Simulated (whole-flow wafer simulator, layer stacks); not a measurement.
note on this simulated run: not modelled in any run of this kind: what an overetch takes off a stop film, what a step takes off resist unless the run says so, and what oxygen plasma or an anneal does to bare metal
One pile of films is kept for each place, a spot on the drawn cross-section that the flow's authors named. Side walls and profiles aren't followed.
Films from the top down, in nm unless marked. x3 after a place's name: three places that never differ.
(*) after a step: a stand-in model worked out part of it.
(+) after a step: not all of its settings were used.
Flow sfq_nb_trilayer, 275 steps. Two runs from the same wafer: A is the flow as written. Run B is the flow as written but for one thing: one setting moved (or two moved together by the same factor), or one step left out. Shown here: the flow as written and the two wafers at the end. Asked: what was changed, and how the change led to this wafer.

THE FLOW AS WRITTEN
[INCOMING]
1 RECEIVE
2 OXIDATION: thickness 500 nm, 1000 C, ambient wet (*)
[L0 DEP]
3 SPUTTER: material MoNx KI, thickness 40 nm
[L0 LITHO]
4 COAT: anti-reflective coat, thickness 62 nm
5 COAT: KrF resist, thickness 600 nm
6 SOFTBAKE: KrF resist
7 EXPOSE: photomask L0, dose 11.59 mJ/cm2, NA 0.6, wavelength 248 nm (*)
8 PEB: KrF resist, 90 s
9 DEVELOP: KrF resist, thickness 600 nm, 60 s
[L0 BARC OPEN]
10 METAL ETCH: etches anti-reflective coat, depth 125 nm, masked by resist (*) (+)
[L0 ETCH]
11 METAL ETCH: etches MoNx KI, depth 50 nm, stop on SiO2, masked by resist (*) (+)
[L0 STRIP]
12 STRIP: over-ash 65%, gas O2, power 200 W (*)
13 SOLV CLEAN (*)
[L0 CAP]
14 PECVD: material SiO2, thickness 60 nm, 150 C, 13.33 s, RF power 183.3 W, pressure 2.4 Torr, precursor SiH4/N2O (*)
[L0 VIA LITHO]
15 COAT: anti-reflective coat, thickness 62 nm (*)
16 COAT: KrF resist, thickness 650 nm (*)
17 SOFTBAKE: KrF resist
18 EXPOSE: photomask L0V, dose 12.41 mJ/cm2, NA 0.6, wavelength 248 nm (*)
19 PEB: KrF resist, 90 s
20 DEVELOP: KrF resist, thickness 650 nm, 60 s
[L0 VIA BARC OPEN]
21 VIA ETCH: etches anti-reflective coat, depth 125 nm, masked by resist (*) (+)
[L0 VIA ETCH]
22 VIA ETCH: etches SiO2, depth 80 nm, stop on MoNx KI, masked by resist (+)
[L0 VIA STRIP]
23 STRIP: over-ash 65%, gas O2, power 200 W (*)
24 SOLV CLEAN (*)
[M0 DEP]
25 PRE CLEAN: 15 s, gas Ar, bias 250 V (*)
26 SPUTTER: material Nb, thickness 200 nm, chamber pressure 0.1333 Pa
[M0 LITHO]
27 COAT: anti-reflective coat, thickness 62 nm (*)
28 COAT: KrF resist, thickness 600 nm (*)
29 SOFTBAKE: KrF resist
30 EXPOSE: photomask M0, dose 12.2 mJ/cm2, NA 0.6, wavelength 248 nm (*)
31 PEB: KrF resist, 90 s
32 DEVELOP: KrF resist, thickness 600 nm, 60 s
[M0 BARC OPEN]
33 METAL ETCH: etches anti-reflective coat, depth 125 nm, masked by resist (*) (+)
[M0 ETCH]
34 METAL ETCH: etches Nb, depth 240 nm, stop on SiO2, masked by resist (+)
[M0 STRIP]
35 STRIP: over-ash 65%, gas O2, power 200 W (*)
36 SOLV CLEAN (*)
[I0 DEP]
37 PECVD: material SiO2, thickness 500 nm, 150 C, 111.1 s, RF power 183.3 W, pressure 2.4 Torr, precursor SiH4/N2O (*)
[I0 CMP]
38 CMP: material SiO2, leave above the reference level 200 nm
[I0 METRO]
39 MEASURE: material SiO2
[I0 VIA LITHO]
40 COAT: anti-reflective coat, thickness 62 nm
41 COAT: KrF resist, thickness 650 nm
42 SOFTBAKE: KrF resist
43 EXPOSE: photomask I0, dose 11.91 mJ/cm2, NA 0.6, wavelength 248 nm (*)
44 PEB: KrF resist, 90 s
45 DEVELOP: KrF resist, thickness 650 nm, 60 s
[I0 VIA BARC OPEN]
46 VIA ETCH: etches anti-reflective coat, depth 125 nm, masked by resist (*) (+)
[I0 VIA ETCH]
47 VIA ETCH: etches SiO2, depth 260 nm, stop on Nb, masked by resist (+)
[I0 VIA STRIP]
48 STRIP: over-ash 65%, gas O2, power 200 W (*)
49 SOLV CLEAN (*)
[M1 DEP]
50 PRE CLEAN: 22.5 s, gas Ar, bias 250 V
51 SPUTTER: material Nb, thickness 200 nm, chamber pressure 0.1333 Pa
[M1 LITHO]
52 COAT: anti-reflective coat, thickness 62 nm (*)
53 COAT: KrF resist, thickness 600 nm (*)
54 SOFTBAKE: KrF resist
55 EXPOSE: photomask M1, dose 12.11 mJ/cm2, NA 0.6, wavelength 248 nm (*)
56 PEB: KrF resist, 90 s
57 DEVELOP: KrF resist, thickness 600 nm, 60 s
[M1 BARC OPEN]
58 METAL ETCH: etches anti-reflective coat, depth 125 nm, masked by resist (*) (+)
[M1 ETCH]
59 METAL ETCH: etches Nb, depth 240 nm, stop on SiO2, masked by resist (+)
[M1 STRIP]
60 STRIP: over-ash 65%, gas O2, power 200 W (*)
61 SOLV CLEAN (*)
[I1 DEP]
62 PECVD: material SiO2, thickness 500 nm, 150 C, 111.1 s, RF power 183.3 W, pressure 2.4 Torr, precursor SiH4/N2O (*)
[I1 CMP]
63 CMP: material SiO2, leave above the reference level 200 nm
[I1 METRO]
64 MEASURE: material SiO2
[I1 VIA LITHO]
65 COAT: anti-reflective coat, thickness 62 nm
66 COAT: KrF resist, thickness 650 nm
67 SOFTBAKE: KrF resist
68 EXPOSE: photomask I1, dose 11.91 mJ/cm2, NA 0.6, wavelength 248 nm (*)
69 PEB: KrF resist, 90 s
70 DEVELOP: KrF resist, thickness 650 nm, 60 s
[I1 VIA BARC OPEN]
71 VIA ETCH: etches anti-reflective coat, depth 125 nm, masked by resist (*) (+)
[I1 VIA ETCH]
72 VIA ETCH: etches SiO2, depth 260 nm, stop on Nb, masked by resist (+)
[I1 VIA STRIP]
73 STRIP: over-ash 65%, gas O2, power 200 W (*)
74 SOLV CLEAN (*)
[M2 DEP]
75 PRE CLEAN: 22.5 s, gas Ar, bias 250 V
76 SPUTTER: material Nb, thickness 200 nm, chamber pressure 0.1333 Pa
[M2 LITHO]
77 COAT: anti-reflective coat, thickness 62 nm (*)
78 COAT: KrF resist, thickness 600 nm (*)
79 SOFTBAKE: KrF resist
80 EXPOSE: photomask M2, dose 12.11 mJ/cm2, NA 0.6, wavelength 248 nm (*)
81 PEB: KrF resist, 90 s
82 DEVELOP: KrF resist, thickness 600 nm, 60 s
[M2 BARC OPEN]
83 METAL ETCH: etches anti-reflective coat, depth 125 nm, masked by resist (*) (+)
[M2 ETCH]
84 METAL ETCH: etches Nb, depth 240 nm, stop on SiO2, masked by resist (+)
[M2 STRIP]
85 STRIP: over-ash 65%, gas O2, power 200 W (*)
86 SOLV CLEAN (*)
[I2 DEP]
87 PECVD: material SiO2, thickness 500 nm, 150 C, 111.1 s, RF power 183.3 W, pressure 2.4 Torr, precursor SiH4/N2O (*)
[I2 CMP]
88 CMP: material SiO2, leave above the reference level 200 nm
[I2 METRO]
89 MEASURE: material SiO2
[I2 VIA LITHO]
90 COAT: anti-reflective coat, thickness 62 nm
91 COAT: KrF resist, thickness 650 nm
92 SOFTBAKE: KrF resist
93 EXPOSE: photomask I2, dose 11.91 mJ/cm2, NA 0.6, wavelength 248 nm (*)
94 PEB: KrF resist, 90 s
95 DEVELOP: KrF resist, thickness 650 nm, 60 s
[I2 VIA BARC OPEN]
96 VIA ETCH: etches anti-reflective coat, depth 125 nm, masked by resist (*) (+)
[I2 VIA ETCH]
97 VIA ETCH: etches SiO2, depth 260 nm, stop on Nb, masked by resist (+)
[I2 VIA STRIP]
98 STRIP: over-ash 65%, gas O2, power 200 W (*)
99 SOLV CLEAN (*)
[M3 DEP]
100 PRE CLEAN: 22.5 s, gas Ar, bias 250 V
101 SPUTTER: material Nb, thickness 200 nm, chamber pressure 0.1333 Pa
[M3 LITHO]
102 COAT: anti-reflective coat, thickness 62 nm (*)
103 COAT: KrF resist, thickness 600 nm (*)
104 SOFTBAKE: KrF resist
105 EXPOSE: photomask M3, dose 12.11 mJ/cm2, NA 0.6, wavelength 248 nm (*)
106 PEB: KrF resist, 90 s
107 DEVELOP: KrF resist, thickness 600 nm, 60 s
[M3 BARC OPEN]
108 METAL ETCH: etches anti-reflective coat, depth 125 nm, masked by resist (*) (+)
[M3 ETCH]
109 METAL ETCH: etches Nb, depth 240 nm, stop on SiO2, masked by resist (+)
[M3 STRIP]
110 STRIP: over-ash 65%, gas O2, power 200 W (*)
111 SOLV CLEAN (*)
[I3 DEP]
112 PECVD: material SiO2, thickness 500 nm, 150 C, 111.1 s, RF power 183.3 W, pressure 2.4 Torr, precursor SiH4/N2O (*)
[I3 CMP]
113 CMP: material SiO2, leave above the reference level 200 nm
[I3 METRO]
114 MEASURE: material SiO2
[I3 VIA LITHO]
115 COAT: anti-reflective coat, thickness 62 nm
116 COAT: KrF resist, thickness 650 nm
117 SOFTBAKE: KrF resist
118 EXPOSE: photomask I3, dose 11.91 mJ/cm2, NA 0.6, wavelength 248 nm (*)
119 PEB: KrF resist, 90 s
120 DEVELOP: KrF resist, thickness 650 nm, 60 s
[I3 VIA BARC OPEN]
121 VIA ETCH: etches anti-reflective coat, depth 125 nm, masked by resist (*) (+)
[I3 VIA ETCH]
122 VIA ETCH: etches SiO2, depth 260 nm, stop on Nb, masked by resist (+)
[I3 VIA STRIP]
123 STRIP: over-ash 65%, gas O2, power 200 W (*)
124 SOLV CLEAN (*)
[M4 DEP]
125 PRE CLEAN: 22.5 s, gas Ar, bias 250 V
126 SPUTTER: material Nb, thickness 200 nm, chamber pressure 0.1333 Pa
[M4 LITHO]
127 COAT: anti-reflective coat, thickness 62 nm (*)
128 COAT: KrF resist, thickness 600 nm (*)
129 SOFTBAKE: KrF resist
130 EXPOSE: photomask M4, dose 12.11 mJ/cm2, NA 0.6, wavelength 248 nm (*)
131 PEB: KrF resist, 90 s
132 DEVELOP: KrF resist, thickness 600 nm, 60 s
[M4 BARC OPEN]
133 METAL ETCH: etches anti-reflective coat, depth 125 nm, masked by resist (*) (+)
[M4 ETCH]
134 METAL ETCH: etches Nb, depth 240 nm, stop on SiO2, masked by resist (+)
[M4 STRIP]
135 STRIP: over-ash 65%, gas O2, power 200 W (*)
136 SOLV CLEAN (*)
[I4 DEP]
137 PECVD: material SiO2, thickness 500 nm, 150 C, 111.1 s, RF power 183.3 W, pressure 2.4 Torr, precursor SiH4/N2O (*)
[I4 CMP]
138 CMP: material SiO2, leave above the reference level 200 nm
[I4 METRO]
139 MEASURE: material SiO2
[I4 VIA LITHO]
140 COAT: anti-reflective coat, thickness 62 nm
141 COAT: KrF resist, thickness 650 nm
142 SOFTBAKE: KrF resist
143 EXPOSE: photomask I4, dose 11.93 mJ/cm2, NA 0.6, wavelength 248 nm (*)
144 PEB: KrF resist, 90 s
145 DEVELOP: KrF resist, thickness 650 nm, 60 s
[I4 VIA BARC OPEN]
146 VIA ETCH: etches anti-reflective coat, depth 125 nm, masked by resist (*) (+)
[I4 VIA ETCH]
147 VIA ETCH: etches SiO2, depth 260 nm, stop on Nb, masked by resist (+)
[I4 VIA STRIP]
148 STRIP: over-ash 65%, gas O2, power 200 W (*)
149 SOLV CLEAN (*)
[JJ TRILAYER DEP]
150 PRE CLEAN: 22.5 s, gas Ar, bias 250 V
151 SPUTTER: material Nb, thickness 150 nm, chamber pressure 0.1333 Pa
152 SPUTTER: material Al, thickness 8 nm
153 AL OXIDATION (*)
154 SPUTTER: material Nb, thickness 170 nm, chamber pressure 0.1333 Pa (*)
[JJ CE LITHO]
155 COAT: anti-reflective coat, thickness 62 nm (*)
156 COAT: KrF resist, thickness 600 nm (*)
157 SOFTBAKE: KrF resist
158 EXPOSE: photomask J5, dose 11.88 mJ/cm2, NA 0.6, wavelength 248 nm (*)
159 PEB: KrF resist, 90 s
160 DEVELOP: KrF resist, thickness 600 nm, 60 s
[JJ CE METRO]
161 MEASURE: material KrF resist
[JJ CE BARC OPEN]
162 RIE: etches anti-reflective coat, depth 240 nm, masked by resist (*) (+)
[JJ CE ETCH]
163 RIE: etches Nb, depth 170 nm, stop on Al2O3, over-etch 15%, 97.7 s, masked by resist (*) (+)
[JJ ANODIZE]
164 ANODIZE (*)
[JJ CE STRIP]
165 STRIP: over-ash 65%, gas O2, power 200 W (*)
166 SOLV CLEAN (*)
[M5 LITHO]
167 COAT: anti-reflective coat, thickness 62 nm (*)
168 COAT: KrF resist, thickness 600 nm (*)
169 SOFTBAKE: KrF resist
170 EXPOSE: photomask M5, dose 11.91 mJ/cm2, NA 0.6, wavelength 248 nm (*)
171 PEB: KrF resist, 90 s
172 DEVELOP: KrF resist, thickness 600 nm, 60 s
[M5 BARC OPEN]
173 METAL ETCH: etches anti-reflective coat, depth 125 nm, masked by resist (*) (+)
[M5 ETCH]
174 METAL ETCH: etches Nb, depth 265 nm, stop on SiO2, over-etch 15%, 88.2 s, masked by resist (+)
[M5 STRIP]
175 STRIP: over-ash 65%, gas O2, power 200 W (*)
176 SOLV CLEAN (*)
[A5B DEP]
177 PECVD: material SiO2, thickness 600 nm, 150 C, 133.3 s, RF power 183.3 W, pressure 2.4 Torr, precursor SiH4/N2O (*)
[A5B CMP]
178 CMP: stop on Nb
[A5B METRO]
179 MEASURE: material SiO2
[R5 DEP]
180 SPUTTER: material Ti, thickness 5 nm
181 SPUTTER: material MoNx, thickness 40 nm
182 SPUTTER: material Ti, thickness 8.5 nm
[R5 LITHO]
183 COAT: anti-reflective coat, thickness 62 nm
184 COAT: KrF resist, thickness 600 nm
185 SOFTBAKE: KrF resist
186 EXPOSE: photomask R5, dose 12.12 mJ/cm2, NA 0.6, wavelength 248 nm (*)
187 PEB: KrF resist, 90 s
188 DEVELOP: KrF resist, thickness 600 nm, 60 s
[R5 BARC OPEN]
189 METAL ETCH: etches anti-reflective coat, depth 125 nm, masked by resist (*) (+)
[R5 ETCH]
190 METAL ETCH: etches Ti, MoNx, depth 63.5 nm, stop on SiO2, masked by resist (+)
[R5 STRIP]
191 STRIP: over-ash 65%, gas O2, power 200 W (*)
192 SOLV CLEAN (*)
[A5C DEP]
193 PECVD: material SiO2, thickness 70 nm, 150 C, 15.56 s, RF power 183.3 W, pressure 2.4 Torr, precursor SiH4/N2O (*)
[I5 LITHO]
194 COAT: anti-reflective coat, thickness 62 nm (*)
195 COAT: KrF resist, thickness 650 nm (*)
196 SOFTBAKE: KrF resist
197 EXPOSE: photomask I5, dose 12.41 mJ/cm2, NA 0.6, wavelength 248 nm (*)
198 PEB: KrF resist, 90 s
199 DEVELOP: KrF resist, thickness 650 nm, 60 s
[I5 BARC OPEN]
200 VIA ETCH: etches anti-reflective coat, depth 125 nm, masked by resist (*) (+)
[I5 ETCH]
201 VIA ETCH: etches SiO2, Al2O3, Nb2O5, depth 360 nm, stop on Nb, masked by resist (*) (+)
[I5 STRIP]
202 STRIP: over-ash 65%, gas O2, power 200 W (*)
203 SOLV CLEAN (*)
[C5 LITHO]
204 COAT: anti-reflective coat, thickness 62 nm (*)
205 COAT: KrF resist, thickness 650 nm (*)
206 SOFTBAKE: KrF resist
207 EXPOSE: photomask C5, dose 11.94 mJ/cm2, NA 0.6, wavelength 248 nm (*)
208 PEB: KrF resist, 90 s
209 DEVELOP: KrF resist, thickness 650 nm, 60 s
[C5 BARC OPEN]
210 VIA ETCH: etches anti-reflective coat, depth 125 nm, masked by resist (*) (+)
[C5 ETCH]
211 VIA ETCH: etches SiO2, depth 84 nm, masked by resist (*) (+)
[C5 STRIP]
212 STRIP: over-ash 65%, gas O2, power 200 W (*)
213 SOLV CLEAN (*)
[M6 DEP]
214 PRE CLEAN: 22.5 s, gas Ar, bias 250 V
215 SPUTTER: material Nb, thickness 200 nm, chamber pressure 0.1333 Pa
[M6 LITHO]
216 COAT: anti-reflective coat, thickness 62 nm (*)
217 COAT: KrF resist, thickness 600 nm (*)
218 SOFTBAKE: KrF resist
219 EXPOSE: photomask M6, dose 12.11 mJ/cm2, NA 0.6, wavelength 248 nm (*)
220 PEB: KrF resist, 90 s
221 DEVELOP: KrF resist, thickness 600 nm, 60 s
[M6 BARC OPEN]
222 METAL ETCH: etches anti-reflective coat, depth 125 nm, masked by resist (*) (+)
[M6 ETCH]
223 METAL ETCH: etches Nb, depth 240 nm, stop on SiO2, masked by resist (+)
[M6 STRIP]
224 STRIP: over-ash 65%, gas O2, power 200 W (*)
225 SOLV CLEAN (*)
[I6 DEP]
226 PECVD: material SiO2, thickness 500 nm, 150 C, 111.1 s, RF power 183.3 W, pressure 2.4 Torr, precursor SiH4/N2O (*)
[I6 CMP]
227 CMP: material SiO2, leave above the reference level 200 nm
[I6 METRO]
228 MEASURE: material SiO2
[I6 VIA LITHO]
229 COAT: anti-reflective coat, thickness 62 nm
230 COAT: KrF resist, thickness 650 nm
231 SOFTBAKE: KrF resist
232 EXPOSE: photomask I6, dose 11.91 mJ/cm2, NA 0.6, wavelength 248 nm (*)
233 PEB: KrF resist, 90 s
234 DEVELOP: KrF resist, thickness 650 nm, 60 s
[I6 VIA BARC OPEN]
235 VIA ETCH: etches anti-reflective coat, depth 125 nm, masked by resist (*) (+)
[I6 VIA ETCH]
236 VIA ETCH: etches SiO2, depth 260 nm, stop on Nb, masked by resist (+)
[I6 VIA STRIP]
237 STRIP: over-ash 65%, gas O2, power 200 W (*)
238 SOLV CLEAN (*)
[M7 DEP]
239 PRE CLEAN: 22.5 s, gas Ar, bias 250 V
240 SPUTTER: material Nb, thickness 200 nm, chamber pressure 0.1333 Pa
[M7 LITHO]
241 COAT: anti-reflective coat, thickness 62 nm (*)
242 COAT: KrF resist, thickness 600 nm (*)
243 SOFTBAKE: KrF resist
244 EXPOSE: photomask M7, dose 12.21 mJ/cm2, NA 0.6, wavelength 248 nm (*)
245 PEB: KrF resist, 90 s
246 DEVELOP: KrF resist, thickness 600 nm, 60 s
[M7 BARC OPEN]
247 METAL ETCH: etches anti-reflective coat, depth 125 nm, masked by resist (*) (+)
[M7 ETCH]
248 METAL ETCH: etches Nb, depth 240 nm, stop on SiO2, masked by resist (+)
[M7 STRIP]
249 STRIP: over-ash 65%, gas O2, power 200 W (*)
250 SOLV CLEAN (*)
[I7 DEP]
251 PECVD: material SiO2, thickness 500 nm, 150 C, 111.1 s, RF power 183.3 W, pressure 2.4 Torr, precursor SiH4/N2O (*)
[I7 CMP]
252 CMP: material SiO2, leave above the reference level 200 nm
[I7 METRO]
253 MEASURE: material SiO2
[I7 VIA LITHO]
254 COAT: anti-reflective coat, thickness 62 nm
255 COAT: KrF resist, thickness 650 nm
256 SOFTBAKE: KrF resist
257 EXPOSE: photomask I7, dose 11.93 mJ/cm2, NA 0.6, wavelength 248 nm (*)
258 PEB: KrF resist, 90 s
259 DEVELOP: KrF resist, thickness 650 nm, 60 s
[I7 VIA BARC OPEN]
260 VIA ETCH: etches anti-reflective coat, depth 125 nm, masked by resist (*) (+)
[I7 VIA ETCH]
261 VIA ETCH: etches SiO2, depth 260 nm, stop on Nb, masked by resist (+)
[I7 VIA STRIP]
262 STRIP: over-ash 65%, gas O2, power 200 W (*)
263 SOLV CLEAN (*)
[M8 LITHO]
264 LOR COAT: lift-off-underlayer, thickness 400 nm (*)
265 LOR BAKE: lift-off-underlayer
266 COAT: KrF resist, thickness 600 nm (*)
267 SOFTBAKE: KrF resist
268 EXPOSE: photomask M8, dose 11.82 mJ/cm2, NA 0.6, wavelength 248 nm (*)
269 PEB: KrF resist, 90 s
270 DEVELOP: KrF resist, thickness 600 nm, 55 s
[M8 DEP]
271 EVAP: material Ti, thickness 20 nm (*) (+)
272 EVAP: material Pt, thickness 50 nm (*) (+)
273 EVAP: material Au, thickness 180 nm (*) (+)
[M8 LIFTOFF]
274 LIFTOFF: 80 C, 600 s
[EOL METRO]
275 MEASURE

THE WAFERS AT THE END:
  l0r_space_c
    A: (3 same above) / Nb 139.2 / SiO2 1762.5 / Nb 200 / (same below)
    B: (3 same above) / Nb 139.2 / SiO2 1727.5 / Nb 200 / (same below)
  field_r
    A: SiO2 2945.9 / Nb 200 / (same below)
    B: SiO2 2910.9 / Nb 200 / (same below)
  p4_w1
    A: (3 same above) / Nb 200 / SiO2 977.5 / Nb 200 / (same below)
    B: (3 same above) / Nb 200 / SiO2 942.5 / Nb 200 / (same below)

The cause: step 88, CMP: leave above the reference level 165 nm was run, where the flow has leave above the reference level 200 nm.

How the change led to this, step by step:
  88 CMP: material SiO2, leave above the reference level 200 nm
      field_l, be, be_sur and 81 more: A SiO2 -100 | B SiO2 -135
      v_sur, via_wl, via_w and 18 more: A SiO2 -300 | B SiO2 -335
      (and at 1 more place)
  97 VIA ETCH: etches SiO2, depth 260 nm, stop on Nb, masked by resist (+)
      field_l, v_sur, via_wl and 102 more: A KrF resist -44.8 | B KrF resist -42.6
      via_w: A SiO2 -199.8 (all of it) | B SiO2 -164.8 (all of it)
  101 SPUTTER: material Nb, thickness 200 nm, chamber pressure 0.1333 Pa
      via_w: A Nb +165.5 | B Nb +173.2
  102 COAT: anti-reflective coat, thickness 62 nm (*)
      via_wl: A anti-reflective coat +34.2 (new film) | B anti-reflective coat +33.1 (new film)
      via_w: A anti-reflective coat +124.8 (new film) | B anti-reflective coat +115.3 (new film)
  103 COAT: KrF resist, thickness 600 nm (*)
      via_w: A KrF resist +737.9 (new film) | B KrF resist +709.8 (new film)
  110 STRIP: over-ash 65%, gas O2, power 200 W (*)
      via_wl: A KrF resist -384.2 (all of it), anti-reflective coat -34.2 (all of it) | B KrF resist -389.1 (all of it), anti-reflective coat -33.1 (all of it)
      via_w: A KrF resist -520 (all of it), anti-reflective coat -124.8 (all of it) | B KrF resist -491.9 (all of it), anti-reflective coat -115.3 (all of it)
  112 PECVD: material SiO2, thickness 500 nm, 150 C, 111.1 s, RF power 183.3 W, pressure 2.4 Torr, precursor SiH4/N2O (*)
      via_w: A SiO2 +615 (new film) | B SiO2 +547.8 (new film)
  113 CMP: material SiO2, leave above the reference level 200 nm
      via_w: A SiO2 -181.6 | B SiO2 -157.1
